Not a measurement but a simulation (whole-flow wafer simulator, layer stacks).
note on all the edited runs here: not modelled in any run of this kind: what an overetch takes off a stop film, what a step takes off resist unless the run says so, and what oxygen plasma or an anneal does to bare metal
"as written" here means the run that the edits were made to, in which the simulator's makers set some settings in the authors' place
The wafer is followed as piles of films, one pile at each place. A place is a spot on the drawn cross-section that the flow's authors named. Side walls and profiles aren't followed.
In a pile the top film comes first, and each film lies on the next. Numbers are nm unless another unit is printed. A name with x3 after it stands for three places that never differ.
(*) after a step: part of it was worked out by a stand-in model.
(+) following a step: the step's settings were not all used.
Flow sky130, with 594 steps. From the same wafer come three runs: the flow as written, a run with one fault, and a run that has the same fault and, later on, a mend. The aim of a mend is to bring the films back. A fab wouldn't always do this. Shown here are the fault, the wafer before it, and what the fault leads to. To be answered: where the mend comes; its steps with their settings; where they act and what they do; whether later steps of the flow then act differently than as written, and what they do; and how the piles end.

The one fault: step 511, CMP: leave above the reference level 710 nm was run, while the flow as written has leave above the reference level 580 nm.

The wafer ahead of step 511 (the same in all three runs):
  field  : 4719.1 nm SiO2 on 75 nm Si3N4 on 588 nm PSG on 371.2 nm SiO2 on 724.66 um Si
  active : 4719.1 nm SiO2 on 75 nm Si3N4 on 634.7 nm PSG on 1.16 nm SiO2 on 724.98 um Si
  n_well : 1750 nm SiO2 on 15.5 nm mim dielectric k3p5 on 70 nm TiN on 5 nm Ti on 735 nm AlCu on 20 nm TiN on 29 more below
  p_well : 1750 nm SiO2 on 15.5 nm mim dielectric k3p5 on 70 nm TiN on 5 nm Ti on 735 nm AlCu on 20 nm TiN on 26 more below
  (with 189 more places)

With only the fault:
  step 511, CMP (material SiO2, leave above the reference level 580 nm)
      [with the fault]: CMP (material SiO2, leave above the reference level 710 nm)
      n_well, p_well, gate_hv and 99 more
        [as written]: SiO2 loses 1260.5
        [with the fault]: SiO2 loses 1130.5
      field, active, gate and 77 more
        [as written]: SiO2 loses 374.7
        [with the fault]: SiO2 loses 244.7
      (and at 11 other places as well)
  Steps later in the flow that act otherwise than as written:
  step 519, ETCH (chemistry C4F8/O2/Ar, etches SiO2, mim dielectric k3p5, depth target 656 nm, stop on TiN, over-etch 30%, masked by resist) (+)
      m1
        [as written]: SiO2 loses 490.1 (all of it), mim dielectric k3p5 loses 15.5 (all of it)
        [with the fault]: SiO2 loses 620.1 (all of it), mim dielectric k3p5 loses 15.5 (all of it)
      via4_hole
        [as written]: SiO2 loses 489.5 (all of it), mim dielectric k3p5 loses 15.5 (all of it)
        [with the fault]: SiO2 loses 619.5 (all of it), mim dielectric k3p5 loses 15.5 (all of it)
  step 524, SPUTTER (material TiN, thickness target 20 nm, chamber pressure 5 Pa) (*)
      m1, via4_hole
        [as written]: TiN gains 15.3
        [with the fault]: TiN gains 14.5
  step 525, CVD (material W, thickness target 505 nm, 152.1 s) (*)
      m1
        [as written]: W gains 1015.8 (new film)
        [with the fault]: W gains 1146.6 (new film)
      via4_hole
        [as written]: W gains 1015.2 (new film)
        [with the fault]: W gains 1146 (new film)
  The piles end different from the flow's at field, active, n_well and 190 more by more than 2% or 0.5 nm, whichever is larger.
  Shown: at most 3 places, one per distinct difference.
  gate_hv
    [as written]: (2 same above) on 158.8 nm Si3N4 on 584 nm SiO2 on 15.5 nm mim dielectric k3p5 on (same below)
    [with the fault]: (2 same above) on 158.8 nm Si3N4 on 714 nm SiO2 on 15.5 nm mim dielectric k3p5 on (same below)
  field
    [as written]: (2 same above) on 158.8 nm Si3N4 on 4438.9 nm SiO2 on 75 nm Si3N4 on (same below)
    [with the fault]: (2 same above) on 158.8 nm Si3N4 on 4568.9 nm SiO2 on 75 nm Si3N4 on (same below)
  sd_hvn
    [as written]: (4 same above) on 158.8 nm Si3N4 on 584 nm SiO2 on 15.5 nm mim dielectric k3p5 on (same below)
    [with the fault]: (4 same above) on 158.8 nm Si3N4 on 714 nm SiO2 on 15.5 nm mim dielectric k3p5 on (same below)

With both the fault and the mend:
  After step 511 comes the mend.
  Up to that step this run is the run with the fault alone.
  step 511a, CMP (material SiO2, leave above the reference level 580 nm) (the flow's step 511 again)
      field, active, n_well and 190 more
        SiO2 loses 130
  Every later step of the flow that is run acts as written at every place that is followed.
  By the end, the piles equal the flow's at every place that both follow.
